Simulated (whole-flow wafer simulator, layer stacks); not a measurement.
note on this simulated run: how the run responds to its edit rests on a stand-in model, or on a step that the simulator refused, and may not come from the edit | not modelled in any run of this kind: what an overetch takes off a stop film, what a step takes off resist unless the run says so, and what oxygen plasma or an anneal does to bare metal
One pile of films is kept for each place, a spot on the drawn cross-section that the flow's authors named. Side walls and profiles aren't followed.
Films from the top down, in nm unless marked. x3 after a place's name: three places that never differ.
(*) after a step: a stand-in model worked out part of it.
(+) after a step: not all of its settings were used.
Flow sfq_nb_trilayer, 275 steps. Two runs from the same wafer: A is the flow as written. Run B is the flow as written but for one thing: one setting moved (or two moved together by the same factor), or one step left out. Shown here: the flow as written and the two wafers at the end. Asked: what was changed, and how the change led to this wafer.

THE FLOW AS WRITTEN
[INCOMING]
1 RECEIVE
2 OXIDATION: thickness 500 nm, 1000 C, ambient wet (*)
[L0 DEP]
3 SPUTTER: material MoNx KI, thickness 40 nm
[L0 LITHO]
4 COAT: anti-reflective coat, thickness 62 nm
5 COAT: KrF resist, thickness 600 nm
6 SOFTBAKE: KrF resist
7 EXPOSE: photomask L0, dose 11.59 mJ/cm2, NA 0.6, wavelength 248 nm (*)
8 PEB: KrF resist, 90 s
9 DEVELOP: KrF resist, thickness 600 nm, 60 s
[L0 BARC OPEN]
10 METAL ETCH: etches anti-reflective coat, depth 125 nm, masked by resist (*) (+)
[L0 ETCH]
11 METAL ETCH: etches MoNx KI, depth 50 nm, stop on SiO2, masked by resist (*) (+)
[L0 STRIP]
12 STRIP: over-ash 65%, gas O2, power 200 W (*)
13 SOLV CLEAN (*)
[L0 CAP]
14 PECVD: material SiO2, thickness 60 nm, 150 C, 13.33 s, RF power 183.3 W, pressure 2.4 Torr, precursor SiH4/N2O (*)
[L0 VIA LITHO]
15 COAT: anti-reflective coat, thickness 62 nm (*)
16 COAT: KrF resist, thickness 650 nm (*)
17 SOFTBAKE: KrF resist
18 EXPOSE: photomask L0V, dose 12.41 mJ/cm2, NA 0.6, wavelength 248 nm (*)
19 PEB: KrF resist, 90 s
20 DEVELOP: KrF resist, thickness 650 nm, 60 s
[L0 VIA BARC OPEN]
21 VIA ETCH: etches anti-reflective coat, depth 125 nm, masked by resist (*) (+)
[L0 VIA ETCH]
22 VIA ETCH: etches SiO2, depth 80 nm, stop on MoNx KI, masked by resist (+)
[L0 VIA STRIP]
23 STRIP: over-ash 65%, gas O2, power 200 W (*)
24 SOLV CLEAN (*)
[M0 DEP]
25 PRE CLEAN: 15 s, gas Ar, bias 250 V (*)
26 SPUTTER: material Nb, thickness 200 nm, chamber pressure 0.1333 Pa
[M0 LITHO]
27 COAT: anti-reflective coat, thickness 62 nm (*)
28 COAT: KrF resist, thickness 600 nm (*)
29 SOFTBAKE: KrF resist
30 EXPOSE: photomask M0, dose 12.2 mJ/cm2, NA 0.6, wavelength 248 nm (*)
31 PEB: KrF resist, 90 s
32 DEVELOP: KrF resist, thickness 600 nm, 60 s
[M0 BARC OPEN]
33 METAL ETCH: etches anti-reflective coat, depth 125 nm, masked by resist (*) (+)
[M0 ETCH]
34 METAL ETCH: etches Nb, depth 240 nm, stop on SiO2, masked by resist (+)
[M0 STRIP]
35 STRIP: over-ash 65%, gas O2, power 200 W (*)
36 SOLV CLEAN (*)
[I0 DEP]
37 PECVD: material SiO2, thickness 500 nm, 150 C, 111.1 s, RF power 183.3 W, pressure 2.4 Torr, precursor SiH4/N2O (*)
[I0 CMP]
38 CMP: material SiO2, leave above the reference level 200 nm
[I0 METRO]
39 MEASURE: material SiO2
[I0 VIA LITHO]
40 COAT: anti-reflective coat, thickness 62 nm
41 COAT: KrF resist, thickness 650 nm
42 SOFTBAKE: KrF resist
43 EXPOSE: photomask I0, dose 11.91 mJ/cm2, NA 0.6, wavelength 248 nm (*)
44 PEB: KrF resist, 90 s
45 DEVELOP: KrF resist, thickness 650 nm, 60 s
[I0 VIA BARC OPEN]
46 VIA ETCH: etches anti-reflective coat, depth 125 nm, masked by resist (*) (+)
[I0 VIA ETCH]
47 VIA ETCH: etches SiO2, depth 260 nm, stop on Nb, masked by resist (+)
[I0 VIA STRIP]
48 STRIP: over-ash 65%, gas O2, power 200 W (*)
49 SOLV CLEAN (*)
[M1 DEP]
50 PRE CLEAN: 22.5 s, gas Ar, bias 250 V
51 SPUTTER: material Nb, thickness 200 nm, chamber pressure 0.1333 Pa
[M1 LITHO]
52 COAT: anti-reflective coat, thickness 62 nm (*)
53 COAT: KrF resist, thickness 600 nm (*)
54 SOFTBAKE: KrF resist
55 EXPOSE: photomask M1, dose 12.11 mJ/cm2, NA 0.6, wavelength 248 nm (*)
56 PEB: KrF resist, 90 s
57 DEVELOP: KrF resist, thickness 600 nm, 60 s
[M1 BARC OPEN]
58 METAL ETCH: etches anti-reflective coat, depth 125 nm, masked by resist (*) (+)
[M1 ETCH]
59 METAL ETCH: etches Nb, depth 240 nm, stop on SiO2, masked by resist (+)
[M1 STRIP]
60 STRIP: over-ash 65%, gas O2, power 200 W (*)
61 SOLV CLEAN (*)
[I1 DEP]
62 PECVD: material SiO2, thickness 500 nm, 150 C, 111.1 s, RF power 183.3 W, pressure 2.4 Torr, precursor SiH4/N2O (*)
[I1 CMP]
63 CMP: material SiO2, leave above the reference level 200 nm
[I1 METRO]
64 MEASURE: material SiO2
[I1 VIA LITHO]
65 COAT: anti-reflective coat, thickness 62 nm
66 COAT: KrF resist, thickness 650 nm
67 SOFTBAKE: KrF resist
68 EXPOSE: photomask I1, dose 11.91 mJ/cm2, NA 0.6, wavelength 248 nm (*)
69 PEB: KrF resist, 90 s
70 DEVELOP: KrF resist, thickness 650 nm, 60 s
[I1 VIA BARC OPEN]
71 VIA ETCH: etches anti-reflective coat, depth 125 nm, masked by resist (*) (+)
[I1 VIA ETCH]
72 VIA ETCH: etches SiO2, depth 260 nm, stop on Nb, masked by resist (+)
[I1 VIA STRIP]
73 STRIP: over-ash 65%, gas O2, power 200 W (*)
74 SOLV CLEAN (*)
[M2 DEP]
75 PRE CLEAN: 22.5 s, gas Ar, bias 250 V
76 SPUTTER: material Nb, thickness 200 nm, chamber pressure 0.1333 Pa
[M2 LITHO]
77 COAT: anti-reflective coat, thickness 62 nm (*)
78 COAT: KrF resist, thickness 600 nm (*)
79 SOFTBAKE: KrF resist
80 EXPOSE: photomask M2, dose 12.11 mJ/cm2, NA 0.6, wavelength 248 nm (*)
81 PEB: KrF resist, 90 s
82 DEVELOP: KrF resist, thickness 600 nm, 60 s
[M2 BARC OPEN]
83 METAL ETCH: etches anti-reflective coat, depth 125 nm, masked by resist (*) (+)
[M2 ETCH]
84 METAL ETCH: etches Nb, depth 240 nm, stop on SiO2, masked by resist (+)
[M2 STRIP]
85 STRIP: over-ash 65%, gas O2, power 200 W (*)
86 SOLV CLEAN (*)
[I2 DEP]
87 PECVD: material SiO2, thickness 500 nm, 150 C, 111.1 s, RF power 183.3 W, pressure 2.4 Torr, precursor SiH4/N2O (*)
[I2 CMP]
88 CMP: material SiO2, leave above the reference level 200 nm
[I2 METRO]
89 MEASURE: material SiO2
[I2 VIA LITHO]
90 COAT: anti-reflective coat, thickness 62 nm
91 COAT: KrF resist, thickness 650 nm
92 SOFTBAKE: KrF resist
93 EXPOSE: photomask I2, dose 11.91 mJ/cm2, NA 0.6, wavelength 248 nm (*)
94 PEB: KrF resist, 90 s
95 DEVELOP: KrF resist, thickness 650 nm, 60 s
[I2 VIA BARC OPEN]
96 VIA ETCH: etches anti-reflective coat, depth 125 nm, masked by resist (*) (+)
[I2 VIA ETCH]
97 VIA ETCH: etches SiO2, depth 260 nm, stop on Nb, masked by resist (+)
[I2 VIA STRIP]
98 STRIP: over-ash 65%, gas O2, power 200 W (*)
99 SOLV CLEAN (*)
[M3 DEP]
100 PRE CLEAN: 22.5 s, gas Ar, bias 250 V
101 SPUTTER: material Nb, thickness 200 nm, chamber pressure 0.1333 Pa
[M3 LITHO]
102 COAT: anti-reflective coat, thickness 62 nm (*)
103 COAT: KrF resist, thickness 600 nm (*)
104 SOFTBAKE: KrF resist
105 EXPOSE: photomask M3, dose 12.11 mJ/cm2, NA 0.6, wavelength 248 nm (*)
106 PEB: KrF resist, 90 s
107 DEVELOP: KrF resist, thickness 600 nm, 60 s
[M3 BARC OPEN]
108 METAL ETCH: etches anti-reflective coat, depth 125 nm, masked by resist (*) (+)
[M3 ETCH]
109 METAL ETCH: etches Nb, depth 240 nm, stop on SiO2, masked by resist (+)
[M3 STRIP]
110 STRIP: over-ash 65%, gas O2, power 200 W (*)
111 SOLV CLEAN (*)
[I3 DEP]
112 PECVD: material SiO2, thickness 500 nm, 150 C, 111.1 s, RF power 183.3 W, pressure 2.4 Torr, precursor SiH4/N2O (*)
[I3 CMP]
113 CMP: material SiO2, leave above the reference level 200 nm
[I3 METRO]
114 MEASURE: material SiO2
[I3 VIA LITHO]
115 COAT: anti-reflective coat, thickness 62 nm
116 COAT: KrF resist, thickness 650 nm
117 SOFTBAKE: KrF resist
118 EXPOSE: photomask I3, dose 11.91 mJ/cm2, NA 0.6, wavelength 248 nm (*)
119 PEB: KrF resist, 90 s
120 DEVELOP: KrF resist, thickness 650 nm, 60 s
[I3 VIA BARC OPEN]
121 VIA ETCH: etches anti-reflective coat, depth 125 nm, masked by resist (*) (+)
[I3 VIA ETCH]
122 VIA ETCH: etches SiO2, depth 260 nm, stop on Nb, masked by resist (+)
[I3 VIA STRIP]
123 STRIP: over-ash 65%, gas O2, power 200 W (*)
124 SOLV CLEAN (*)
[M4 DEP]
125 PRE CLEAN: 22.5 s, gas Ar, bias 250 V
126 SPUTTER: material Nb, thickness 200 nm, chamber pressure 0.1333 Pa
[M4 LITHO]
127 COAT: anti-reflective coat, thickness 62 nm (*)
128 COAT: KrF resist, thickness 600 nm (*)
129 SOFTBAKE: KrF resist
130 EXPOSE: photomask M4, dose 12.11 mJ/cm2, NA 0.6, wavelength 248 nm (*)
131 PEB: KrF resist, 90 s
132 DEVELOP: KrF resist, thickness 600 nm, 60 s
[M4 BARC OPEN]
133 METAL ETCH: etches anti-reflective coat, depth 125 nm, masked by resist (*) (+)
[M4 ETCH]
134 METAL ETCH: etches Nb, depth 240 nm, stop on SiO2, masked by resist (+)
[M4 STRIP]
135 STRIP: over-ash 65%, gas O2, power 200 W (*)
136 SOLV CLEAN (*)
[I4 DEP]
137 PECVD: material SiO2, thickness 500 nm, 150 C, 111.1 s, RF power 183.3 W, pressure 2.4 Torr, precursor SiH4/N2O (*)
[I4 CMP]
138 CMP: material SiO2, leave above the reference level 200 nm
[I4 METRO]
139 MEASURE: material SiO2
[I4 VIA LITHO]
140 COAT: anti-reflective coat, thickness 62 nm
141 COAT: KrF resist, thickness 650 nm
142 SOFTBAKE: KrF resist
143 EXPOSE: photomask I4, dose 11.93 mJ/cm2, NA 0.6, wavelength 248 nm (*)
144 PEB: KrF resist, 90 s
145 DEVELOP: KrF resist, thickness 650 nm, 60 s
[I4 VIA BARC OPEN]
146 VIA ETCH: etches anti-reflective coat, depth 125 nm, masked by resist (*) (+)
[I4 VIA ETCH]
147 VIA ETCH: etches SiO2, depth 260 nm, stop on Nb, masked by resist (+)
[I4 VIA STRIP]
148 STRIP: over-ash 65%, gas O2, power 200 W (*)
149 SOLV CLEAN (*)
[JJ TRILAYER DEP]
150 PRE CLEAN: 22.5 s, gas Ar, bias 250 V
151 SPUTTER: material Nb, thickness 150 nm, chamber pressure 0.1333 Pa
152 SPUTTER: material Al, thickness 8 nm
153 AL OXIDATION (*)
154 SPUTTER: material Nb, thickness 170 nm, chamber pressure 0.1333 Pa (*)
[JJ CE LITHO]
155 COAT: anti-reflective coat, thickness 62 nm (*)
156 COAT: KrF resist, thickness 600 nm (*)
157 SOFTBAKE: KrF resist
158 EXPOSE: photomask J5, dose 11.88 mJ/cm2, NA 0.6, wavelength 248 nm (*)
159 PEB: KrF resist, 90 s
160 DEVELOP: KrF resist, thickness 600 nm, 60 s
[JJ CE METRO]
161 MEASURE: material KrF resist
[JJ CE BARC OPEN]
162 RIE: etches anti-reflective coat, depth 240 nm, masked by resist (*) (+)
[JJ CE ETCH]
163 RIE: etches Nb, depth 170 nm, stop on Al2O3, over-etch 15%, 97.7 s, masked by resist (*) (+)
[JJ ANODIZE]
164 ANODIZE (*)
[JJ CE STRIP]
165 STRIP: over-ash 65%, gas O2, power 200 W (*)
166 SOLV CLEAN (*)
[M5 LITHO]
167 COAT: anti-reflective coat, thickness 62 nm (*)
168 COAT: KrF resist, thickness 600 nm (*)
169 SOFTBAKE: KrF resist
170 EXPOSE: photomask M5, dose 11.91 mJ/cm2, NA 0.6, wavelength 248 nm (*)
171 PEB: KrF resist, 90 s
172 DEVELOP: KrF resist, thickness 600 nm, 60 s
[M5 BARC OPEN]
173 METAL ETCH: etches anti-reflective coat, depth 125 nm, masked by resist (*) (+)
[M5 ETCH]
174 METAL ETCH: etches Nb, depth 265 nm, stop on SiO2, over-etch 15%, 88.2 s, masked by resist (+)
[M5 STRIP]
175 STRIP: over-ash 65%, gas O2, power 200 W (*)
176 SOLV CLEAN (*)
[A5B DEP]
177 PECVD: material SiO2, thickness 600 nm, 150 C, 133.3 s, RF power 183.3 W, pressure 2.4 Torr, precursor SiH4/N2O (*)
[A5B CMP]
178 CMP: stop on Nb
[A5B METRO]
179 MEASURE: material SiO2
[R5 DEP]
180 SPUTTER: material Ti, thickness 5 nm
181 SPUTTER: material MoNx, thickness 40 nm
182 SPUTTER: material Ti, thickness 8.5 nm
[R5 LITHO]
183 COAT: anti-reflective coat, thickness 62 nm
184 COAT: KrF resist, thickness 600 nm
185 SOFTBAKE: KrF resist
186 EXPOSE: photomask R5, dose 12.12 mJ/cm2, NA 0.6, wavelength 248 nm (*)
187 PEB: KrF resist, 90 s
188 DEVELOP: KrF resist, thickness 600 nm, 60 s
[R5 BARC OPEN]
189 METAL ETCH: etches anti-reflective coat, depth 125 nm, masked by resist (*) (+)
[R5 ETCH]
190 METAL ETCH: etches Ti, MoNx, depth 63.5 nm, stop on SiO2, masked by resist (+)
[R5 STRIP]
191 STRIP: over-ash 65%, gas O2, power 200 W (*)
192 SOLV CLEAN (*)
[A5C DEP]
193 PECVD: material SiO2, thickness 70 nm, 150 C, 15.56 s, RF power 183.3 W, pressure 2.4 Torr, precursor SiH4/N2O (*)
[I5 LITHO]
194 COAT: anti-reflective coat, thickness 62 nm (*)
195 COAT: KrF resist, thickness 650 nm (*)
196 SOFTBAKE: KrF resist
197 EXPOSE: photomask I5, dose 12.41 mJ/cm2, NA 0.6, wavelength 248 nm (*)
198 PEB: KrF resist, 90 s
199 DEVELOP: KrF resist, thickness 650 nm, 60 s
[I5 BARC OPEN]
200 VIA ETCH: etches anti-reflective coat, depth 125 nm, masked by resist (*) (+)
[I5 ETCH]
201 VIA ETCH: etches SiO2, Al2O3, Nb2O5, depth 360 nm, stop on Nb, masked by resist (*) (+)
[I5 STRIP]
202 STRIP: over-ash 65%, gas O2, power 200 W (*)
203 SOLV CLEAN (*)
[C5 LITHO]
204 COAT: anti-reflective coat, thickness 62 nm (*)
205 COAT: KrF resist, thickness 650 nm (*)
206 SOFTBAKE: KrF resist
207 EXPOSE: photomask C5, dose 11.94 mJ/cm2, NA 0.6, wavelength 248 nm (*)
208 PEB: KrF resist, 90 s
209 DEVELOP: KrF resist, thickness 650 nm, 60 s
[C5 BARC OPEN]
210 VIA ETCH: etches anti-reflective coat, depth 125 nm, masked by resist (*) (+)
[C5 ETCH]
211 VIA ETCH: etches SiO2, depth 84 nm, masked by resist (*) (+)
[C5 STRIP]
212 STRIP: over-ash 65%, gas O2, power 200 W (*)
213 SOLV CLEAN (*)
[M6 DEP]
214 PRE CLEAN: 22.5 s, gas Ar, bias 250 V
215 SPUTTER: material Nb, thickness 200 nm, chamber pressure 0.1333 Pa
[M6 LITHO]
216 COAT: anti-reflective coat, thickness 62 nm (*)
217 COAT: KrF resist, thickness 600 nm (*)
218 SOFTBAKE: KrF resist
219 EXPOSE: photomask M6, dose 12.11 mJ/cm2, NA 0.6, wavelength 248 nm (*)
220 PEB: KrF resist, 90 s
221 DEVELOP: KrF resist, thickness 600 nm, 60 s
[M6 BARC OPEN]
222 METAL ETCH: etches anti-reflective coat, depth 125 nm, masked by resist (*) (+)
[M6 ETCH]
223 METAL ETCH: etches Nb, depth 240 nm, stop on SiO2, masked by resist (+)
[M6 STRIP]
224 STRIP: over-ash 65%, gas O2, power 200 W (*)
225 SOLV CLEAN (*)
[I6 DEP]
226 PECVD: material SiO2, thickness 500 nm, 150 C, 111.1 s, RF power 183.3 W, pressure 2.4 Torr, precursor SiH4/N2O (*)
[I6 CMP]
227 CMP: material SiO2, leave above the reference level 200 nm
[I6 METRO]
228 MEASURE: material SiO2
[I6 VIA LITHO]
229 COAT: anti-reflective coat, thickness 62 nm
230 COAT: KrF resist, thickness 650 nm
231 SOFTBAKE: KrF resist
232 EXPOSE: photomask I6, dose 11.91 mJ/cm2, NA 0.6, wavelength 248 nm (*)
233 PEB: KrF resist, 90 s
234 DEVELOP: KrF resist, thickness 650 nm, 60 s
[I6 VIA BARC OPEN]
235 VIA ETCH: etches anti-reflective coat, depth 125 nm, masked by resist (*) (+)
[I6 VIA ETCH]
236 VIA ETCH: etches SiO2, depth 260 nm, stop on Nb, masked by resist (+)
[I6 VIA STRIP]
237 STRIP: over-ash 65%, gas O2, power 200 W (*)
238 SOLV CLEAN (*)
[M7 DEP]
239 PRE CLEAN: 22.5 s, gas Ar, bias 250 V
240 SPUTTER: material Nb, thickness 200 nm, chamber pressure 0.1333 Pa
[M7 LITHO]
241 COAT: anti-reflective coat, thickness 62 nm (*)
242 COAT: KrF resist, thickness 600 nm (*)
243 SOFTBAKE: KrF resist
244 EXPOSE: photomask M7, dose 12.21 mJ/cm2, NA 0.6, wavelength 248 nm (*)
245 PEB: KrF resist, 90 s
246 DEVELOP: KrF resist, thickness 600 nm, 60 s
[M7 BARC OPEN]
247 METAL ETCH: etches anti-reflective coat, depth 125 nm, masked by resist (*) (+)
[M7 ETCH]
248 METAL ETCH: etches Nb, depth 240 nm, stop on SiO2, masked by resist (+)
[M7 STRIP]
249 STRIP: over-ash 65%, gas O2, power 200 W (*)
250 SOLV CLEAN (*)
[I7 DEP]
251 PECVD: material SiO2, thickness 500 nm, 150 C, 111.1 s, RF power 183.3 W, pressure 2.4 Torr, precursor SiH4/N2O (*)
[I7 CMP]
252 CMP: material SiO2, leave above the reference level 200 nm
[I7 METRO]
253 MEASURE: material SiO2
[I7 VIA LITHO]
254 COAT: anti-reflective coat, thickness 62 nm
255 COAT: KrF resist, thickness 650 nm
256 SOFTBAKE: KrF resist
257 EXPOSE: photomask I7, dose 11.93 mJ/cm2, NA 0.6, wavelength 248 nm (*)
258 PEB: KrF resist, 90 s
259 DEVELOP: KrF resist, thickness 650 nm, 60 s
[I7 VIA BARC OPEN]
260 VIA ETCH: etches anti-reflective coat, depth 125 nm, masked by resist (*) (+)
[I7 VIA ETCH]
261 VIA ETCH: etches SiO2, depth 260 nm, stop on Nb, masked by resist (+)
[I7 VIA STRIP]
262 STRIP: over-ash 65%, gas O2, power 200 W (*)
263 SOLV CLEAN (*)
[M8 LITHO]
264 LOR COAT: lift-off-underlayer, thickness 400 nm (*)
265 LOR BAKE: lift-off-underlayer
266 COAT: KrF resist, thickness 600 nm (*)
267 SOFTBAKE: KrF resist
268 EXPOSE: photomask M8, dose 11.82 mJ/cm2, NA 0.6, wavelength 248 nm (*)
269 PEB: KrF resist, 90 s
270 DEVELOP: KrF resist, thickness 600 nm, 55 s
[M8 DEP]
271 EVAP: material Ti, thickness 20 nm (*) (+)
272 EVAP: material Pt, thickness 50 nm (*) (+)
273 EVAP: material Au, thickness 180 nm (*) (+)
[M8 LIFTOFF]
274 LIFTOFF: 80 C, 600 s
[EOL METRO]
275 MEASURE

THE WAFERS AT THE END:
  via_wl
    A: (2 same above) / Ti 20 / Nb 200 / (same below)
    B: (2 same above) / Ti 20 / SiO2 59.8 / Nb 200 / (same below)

The cause: step 261, VIA ETCH: depth 140 nm was run, where the flow has depth 260 nm.

How the change led to this, step by step:
  261 VIA ETCH: etches SiO2, depth 260 nm, stop on Nb, masked by resist (+)
      via_wl, via_w, via_wr: A SiO2 -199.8 (all of it) | B SiO2 -140
      field_l, v_sur, via_sp and 100 more: A KrF resist -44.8 | B KrF resist -24.1
  262 STRIP: over-ash 65%, gas O2, power 200 W (*)
      field_l, v_sur, via_sp and 100 more: A KrF resist -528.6 (all of it), anti-reflective coat -62 (all of it) | B KrF resist -549.3 (all of it), anti-reflective coat -62 (all of it)
  264 LOR COAT: lift-off-underlayer, thickness 400 nm (*)
      via_wl, via_wr: A lift-off-underlayer +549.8 (new film) | B lift-off-underlayer +505 (new film)
      v_sur: A lift-off-underlayer +369.4 (new film) | B lift-off-underlayer +378.6 (new film)
      (and at 1 more place)
  270 DEVELOP: KrF resist, thickness 600 nm, 55 s
      v_sur: A KrF resist -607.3 (all of it), lift-off-underlayer -369.4 (all of it) | B KrF resist -604.8 (all of it), lift-off-underlayer -378.6 (all of it)
      via_wl: A KrF resist -623.9 (all of it), lift-off-underlayer -549.8 (all of it) | B KrF resist -616.3 (all of it), lift-off-underlayer -505 (all of it)
      (and at 2 more places)
Counting metal films that touch as one body, via_wl has 8 bodies (between them, from the top down: SiO2 59.8; SiO2 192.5; SiO2 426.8 / Al2O3 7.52 / Nb2O5 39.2; SiO2 192.5; SiO2 192.5; SiO2 192.5; SiO2 192.5); the flow as written gives 7 bodies (between them, from the top down: SiO2 192.5; SiO2 426.8 / Al2O3 7.52 / Nb2O5 39.2; SiO2 192.5; SiO2 192.5; SiO2 192.5; SiO2 192.5).
